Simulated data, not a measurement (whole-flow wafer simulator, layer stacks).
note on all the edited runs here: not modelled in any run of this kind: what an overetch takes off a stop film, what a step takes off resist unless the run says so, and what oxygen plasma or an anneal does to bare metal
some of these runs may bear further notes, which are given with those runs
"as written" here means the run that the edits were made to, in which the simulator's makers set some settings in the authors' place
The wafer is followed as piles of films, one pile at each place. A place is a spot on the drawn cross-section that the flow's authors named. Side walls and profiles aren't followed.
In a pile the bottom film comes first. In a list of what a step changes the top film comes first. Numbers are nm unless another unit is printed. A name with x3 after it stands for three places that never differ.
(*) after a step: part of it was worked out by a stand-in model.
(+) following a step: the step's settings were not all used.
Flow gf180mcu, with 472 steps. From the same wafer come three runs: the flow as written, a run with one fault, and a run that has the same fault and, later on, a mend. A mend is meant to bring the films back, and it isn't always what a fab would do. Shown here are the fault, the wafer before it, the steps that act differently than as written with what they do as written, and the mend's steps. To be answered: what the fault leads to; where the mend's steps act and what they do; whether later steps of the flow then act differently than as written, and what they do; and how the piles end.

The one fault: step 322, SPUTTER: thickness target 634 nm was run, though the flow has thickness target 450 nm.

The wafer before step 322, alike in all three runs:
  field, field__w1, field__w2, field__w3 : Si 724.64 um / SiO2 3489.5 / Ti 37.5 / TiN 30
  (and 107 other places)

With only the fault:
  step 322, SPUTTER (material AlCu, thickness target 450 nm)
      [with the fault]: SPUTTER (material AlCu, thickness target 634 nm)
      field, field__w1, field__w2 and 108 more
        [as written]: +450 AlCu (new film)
        [with the fault]: +634 AlCu (new film)
  Steps later in the flow that act otherwise than as written:
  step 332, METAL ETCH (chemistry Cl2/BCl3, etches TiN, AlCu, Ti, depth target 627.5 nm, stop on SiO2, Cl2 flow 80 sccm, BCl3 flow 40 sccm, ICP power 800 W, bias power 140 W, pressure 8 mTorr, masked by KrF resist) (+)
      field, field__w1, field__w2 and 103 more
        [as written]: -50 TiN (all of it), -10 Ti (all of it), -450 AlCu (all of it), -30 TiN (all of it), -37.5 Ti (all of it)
        [with the fault]: -50 TiN (all of it), -10 Ti (all of it), -567.5 AlCu
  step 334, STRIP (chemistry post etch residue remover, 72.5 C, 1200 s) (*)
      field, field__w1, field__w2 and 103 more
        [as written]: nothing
        [with the fault]: -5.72 AlCu
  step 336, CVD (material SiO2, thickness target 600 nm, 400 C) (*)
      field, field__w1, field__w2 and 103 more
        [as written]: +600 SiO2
        [with the fault]: +600 SiO2 (new film)
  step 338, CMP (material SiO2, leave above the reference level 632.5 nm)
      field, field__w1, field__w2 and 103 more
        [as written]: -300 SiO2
        [with the fault]: -244.3 SiO2
  At field, field__w1, field__w2 and 109 more, the piles at the end differ from the flow's by more than 2% or 0.5 nm, whichever is larger.
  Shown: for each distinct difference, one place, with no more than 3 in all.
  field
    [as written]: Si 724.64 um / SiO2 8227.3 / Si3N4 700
    [with the fault]: Si 724.64 um / SiO2 3489.5 / Ti 37.5 / TiN 30 / AlCu 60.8 / SiO2 4793.5 / Si3N4 700
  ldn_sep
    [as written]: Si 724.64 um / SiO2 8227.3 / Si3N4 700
    [with the fault]: Si 724.64 um / SiO2 3489.4 / Ti 37.5 / TiN 30 / AlCu 60.8 / SiO2 4793.5 / Si3N4 700
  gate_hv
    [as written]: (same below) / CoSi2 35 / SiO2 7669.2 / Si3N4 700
    [with the fault]: (same below) / CoSi2 35 / SiO2 2931.3 / Ti 37.5 / TiN 30 / AlCu 60.8 / SiO2 4793.5 / Si3N4 700

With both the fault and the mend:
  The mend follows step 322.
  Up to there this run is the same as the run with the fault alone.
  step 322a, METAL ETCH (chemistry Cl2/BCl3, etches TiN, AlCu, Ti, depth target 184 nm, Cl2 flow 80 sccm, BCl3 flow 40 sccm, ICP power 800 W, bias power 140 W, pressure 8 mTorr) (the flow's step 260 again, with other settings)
      field, field__w1, field__w2 and 108 more
        -184 AlCu
  Later steps of the flow that are run all act as written at every place that is followed.
  The piles end the same as the flow's at every place that both follow.
